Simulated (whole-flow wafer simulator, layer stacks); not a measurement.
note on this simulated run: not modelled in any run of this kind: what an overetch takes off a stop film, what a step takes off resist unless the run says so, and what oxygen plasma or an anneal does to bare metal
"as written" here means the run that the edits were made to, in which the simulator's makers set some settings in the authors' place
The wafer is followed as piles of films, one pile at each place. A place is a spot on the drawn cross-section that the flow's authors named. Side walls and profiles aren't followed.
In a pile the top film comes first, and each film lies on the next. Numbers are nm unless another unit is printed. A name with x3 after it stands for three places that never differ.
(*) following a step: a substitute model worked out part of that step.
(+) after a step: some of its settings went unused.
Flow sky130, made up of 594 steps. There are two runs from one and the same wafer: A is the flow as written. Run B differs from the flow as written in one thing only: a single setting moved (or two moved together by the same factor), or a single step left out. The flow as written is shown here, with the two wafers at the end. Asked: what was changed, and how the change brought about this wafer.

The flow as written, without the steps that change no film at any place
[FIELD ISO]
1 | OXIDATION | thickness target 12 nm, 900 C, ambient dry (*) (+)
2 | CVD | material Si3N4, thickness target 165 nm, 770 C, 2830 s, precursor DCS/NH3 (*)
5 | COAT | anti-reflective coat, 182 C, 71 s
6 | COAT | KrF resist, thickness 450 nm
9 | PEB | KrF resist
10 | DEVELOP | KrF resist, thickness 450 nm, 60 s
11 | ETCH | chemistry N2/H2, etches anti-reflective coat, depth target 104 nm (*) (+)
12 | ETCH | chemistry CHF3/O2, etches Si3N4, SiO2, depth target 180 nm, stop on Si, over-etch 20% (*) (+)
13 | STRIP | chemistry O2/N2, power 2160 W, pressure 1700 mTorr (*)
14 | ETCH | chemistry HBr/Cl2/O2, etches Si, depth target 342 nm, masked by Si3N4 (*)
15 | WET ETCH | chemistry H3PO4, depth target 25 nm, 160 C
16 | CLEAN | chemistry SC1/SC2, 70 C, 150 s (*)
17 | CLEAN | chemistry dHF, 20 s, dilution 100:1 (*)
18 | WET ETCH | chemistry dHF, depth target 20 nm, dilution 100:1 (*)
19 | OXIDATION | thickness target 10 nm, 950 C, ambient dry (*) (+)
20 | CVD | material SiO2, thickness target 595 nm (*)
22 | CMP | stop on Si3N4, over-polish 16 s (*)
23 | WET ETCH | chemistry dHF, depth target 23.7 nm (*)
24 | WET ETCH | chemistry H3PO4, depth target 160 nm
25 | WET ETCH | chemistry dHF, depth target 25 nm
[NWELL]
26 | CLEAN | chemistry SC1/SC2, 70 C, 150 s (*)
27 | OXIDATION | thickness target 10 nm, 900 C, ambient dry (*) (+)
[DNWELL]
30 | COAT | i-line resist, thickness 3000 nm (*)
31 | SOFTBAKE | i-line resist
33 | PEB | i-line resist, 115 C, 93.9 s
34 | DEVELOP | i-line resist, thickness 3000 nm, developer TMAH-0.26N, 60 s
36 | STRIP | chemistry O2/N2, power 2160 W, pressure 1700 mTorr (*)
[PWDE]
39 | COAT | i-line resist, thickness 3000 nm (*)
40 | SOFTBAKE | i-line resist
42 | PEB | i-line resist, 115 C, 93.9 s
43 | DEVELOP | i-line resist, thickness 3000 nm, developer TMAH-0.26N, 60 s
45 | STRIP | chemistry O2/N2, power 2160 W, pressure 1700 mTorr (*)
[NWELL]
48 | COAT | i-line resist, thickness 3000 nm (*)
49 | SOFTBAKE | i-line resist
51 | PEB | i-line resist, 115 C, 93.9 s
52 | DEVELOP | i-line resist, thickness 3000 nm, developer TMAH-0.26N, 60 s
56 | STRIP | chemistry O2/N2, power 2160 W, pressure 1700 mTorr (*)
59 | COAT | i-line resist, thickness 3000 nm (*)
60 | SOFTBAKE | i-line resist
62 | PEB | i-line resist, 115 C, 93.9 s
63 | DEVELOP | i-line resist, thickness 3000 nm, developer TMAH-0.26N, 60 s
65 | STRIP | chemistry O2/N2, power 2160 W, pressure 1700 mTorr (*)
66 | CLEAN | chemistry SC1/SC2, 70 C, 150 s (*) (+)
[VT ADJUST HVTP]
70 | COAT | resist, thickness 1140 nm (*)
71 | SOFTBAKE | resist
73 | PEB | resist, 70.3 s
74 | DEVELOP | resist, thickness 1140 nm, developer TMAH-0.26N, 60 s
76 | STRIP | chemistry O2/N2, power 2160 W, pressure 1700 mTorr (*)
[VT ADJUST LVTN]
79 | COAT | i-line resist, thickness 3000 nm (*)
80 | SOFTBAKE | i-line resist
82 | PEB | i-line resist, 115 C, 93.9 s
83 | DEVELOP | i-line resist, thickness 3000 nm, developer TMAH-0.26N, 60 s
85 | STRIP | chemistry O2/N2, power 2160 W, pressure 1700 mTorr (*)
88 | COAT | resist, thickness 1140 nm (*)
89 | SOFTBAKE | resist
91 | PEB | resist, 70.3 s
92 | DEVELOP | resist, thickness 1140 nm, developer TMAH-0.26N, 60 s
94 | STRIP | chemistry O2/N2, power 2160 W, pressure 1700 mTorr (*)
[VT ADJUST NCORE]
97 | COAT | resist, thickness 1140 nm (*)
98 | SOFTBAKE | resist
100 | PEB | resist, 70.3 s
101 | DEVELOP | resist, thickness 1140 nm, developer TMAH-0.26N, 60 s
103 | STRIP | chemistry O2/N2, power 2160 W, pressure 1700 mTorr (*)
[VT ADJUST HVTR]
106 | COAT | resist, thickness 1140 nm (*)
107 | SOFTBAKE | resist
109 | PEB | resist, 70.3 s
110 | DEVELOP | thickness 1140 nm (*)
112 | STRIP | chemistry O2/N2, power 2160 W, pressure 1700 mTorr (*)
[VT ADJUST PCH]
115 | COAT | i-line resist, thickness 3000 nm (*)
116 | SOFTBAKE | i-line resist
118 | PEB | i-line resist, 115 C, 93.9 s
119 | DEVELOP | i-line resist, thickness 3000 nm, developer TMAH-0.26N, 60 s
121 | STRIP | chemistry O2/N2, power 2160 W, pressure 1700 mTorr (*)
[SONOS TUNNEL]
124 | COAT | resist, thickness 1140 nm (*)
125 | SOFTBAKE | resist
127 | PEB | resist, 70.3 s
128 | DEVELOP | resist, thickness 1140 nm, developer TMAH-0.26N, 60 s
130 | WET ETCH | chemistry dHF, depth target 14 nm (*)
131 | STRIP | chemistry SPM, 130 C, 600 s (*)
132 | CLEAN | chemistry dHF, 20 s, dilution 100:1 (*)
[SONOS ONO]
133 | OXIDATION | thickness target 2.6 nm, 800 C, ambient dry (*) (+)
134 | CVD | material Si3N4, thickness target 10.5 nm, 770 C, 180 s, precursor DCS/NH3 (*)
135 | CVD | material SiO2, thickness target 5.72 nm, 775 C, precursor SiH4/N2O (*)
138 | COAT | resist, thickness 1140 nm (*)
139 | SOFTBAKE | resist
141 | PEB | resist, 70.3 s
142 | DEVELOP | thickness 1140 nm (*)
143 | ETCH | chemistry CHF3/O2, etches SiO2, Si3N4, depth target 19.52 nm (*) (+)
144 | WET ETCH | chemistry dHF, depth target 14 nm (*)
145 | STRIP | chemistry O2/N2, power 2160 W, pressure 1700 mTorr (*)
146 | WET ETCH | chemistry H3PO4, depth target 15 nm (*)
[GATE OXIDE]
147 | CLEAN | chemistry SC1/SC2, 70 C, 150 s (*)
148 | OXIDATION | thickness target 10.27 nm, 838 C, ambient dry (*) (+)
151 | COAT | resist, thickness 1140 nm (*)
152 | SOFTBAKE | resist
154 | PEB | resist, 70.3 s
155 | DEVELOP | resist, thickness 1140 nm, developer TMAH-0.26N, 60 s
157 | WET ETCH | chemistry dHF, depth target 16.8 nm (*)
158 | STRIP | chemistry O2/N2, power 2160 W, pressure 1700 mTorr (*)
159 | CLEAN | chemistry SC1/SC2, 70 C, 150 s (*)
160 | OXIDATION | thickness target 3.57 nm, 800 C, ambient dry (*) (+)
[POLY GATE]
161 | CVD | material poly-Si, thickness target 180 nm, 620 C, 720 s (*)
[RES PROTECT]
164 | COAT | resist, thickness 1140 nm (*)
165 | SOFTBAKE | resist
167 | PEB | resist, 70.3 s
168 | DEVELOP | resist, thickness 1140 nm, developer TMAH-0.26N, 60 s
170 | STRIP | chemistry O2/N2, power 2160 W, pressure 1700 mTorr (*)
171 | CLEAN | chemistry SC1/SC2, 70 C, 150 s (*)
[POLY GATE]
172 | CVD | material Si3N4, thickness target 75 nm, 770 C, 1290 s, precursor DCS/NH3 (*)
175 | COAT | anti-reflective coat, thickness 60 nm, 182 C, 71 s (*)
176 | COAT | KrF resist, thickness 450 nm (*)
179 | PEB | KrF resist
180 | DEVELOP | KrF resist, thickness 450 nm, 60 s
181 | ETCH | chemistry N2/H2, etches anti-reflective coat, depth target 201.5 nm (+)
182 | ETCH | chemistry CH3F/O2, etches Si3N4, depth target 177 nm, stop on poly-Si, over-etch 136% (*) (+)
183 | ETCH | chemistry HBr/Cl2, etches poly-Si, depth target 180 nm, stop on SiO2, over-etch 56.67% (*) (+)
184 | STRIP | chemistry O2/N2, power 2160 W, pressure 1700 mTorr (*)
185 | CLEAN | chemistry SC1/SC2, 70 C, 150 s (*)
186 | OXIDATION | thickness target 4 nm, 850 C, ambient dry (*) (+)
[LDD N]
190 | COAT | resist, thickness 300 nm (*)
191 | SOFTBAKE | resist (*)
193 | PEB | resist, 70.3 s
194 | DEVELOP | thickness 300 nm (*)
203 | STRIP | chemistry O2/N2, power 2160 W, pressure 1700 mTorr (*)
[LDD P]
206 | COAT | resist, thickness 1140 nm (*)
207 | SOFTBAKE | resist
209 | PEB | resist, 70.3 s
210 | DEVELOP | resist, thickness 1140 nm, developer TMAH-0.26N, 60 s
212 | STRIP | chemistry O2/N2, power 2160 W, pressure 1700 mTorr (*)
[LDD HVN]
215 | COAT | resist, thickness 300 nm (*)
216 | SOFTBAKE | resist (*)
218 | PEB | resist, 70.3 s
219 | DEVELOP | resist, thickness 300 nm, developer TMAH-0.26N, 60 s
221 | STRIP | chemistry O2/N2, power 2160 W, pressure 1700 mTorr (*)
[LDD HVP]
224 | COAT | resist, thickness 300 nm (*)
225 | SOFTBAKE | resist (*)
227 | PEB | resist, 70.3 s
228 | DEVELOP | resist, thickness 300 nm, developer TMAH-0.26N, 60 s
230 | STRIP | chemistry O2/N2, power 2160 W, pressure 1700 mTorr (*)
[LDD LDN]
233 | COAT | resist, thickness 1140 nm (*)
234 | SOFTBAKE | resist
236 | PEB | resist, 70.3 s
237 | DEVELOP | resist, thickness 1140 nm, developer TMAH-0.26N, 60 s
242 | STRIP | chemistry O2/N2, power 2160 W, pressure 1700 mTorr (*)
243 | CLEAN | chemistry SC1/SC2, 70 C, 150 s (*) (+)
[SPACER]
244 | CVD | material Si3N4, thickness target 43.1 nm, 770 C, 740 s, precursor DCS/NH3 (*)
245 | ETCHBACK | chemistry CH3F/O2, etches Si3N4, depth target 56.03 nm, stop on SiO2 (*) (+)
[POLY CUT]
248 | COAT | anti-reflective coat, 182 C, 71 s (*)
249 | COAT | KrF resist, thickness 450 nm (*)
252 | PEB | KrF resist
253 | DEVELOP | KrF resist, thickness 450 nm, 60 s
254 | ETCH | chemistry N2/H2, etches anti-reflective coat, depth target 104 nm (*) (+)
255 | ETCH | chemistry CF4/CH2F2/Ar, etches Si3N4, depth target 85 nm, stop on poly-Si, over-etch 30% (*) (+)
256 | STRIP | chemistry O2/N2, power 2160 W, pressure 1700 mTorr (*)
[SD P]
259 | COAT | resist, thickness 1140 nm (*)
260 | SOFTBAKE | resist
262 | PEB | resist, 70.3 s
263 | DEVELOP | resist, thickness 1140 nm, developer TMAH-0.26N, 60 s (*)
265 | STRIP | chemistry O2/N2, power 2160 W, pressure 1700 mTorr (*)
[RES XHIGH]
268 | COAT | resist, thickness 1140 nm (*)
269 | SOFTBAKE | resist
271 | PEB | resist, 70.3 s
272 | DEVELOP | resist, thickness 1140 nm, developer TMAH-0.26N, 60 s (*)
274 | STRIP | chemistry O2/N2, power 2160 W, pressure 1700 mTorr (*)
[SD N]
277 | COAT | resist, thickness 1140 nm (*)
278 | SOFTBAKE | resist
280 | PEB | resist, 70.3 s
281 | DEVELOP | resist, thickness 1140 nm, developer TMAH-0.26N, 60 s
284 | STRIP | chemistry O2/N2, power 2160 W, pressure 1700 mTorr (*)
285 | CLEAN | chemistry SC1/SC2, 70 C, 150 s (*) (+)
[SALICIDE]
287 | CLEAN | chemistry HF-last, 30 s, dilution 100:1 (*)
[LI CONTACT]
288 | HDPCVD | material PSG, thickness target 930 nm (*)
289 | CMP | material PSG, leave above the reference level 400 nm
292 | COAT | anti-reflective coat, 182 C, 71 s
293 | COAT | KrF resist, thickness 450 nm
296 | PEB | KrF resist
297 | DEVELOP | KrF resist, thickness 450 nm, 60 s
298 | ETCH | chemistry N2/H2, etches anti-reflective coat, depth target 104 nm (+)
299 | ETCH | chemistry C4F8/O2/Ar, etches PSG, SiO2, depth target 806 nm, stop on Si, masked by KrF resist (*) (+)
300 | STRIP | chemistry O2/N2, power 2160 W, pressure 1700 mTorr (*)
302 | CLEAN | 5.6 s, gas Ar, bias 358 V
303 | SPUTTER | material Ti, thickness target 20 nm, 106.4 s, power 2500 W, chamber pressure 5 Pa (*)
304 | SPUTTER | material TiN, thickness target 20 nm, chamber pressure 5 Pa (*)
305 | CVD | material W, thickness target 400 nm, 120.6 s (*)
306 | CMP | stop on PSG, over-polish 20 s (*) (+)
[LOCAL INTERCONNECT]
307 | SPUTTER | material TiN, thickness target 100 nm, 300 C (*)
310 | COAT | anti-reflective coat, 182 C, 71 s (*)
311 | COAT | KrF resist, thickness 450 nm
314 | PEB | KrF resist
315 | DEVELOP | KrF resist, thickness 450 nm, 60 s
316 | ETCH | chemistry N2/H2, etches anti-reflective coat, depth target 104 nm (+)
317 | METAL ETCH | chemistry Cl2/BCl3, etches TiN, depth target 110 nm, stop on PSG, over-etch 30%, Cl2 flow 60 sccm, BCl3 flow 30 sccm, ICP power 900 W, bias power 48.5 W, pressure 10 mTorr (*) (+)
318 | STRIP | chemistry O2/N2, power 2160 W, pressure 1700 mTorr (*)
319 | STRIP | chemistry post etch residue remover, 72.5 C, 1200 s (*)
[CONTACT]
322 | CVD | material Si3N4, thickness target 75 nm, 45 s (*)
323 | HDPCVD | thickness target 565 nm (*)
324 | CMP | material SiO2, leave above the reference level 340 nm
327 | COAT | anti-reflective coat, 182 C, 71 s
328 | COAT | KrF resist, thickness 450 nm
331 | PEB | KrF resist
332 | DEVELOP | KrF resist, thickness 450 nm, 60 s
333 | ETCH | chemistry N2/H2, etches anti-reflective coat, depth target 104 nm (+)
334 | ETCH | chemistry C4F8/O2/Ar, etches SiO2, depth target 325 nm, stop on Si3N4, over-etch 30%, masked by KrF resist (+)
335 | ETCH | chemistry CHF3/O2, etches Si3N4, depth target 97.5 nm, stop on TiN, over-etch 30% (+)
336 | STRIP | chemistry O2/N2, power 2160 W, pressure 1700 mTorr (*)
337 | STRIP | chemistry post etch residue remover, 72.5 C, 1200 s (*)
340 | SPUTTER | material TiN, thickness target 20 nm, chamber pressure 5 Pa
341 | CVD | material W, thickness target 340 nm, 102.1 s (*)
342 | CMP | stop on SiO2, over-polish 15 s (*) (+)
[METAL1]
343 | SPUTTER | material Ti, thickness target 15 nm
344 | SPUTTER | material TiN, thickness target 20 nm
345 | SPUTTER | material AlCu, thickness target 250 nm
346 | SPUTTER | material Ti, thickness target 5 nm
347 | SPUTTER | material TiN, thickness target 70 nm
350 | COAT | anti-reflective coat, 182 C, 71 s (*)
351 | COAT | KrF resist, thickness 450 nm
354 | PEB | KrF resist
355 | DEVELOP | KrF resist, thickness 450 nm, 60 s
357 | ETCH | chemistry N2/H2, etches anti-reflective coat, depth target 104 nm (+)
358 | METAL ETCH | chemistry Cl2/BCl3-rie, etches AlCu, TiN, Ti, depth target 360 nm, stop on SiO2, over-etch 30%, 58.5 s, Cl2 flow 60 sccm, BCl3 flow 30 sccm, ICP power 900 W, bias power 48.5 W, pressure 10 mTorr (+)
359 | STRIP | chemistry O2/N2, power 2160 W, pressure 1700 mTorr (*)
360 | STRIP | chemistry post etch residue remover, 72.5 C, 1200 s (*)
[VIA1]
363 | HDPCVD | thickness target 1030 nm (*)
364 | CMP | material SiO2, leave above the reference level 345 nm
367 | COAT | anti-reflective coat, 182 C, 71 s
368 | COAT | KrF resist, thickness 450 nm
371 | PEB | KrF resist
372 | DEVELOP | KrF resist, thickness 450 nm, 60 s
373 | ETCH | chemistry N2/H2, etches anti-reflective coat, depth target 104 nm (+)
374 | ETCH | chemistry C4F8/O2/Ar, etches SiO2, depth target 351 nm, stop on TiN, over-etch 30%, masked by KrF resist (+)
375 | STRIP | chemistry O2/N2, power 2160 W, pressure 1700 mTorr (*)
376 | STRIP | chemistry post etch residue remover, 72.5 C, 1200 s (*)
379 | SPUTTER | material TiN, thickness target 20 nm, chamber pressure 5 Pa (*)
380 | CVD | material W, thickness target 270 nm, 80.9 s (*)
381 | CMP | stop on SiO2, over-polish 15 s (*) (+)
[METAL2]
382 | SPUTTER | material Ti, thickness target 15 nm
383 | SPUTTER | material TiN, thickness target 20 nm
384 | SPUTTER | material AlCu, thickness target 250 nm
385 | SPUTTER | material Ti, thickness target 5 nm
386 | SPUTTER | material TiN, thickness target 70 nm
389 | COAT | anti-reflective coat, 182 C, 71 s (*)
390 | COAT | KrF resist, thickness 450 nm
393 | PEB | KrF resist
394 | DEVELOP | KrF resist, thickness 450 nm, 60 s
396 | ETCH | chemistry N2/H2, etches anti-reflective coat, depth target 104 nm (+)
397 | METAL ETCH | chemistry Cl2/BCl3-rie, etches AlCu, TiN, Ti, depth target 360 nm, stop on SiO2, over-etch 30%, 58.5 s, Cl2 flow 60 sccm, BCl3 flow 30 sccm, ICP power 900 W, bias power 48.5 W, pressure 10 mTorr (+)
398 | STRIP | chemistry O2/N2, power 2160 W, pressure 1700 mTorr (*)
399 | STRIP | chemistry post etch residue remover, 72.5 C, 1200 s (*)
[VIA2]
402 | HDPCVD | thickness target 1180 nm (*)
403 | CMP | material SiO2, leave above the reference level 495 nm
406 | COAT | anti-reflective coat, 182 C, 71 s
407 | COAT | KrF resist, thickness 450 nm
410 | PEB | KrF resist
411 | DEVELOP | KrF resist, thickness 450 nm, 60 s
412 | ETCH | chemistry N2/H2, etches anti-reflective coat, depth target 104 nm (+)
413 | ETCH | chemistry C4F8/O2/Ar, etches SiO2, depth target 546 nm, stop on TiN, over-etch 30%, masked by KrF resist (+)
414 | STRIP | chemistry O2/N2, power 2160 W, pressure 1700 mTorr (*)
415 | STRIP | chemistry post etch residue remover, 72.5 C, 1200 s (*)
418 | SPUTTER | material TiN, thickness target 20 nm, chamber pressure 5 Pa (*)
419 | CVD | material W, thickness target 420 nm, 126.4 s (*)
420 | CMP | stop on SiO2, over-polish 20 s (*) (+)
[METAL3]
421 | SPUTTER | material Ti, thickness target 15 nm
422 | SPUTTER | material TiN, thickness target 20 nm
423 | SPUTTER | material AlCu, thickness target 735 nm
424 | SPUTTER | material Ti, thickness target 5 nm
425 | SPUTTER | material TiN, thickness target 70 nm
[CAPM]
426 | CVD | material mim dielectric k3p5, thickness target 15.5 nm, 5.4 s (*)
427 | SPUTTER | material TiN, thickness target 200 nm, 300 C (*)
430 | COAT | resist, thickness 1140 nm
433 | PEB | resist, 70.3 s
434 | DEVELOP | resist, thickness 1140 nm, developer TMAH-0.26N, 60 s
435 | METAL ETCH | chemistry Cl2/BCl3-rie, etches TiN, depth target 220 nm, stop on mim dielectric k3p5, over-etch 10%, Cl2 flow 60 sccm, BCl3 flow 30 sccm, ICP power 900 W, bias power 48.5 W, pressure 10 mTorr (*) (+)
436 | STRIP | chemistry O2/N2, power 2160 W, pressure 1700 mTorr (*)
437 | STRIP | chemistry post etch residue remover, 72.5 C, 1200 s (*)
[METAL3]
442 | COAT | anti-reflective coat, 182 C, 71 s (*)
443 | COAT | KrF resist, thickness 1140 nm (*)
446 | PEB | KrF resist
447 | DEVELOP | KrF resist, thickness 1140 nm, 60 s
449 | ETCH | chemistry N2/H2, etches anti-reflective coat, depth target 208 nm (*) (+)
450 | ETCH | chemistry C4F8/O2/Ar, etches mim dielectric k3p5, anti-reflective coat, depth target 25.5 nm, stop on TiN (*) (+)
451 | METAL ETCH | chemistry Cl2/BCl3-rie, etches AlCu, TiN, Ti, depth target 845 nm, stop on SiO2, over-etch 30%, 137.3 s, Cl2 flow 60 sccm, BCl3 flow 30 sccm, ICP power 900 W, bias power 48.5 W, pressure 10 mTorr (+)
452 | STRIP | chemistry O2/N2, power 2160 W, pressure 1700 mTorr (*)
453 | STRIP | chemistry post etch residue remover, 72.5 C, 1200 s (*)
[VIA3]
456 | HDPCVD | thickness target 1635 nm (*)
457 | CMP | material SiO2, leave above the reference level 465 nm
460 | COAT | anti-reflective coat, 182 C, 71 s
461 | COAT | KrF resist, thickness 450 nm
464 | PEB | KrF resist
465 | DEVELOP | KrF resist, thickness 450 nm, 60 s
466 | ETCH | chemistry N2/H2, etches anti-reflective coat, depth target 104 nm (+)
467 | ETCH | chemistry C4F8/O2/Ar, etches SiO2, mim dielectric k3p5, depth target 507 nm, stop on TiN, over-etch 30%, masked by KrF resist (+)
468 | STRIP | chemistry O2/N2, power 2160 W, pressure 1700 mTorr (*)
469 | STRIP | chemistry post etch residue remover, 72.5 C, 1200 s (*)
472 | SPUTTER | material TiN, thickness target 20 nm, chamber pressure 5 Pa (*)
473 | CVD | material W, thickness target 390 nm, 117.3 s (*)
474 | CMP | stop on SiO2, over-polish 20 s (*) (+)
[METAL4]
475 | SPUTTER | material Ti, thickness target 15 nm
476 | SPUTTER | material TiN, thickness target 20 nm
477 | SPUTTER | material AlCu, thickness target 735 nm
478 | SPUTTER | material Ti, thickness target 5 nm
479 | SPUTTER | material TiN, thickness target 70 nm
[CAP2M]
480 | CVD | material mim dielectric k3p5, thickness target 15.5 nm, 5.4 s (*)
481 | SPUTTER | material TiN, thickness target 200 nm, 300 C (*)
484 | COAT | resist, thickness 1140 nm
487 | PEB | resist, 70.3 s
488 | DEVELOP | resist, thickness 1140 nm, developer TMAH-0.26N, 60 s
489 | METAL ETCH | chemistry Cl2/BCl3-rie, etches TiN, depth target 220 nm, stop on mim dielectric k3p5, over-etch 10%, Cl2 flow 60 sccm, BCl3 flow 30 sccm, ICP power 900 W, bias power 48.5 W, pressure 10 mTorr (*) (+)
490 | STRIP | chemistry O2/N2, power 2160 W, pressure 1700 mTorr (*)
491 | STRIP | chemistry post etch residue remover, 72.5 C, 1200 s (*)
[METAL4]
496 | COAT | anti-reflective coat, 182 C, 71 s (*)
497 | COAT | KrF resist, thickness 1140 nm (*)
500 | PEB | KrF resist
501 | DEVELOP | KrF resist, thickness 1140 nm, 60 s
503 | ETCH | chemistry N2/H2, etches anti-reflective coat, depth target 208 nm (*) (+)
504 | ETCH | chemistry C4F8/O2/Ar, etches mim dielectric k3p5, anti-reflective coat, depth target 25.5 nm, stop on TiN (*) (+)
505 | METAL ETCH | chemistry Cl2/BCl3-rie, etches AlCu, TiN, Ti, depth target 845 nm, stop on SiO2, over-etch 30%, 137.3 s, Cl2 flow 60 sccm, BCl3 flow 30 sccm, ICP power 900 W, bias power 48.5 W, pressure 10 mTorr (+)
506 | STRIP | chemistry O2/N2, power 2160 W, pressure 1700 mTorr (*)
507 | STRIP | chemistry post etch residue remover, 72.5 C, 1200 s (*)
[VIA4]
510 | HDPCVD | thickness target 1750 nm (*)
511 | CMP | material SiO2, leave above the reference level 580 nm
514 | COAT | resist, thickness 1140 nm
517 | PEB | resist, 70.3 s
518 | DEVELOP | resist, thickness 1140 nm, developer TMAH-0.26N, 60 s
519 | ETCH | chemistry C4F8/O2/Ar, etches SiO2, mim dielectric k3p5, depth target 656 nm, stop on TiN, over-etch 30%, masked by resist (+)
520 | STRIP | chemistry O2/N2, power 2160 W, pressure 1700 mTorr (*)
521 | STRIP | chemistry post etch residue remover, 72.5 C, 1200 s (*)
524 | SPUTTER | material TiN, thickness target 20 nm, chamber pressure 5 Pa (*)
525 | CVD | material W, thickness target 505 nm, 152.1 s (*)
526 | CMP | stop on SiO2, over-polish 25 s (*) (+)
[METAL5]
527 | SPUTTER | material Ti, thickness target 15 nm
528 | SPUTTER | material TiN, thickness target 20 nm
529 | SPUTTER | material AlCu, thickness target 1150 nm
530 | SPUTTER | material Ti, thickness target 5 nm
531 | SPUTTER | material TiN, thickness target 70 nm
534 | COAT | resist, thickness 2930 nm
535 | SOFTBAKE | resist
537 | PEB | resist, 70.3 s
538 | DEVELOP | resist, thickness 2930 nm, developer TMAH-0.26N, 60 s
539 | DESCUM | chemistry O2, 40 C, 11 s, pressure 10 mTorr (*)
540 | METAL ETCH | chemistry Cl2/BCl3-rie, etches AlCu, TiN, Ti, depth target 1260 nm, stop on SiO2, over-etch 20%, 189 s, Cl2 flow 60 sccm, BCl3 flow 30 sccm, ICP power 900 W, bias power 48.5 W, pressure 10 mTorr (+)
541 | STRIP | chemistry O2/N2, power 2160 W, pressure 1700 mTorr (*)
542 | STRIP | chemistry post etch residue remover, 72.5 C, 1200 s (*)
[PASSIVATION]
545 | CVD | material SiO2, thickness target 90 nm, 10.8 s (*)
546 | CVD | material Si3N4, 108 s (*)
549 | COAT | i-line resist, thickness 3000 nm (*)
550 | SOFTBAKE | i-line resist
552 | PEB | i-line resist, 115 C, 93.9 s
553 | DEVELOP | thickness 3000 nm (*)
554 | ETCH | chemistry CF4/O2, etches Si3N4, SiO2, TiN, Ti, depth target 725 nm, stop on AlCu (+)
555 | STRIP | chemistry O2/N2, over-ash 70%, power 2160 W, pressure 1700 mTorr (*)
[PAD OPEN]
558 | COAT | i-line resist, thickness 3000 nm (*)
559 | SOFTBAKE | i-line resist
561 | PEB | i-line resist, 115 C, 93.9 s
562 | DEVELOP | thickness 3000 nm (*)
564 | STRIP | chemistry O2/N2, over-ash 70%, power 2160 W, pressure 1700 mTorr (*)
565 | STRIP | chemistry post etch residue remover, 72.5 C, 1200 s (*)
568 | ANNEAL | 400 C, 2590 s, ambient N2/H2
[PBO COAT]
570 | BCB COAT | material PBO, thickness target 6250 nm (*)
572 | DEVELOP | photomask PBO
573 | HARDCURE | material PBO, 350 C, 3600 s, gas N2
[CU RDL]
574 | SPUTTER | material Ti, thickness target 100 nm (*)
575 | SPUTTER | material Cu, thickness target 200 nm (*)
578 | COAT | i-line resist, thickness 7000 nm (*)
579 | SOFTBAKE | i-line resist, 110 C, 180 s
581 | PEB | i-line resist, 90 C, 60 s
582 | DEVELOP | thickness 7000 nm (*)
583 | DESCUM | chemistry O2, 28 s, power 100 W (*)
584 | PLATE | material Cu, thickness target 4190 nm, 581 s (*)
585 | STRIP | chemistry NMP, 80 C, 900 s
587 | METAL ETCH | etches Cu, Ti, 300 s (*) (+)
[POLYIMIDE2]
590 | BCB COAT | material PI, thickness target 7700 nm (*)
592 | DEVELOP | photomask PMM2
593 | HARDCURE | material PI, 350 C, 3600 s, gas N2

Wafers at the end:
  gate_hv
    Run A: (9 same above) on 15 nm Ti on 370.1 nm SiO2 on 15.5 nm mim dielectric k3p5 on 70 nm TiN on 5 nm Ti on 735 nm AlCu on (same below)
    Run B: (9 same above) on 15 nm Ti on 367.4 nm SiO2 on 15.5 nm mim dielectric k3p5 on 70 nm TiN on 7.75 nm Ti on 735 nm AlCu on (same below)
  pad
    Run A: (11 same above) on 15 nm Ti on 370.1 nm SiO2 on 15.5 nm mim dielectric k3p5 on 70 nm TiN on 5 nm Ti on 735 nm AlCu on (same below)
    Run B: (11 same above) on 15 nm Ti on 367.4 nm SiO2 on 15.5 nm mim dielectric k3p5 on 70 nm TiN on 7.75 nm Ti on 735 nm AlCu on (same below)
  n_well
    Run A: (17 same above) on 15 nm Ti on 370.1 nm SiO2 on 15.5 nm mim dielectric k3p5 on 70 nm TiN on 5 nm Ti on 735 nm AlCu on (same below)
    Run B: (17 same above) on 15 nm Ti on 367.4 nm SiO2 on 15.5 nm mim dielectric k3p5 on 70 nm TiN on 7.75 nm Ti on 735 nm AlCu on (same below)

What caused this: step 424, SPUTTER: thickness target 7.75 nm was run, while the flow as written has thickness target 5 nm.
One can read it off the wafer: gate_hv has Ti 7.75, and step 424 as written asks for 5 nm.

How this came from the change, step by step:
  424 | SPUTTER | material Ti, thickness target 5 nm
      field, active, n_well and 188 more: A Ti gains 5 (new film) | B Ti gains 7.75 (new film)
  451 | METAL ETCH | chemistry Cl2/BCl3-rie, etches AlCu, TiN, Ti, depth target 845 nm, stop on SiO2, over-etch 30%, 137.3 s, Cl2 flow 60 sccm, BCl3 flow 30 sccm, ICP power 900 W, bias power 48.5 W, pressure 10 mTorr (+)
      field, gate, spacer and 68 more: A TiN loses 70 (all of it), Ti loses 5 (all of it), AlCu loses 735 (all of it), TiN loses 20 (all of it), Ti loses 15 (all of it), SiO2 loses 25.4 | B TiN loses 70 (all of it), Ti loses 7.75 (all of it), AlCu loses 735 (all of it), TiN loses 20 (all of it), Ti loses 15 (all of it), SiO2 loses 25.1
      active, vpp_ln, vpp_iso2 and 11 more: A TiN loses 70 (all of it), Ti loses 5 (all of it), AlCu loses 735 (all of it), TiN loses 20 (all of it), Ti loses 15 (all of it), SiO2 loses 25.3 | B TiN loses 70 (all of it), Ti loses 7.75 (all of it), AlCu loses 735 (all of it), TiN loses 20 (all of it), Ti loses 15 (all of it), SiO2 loses 25.1
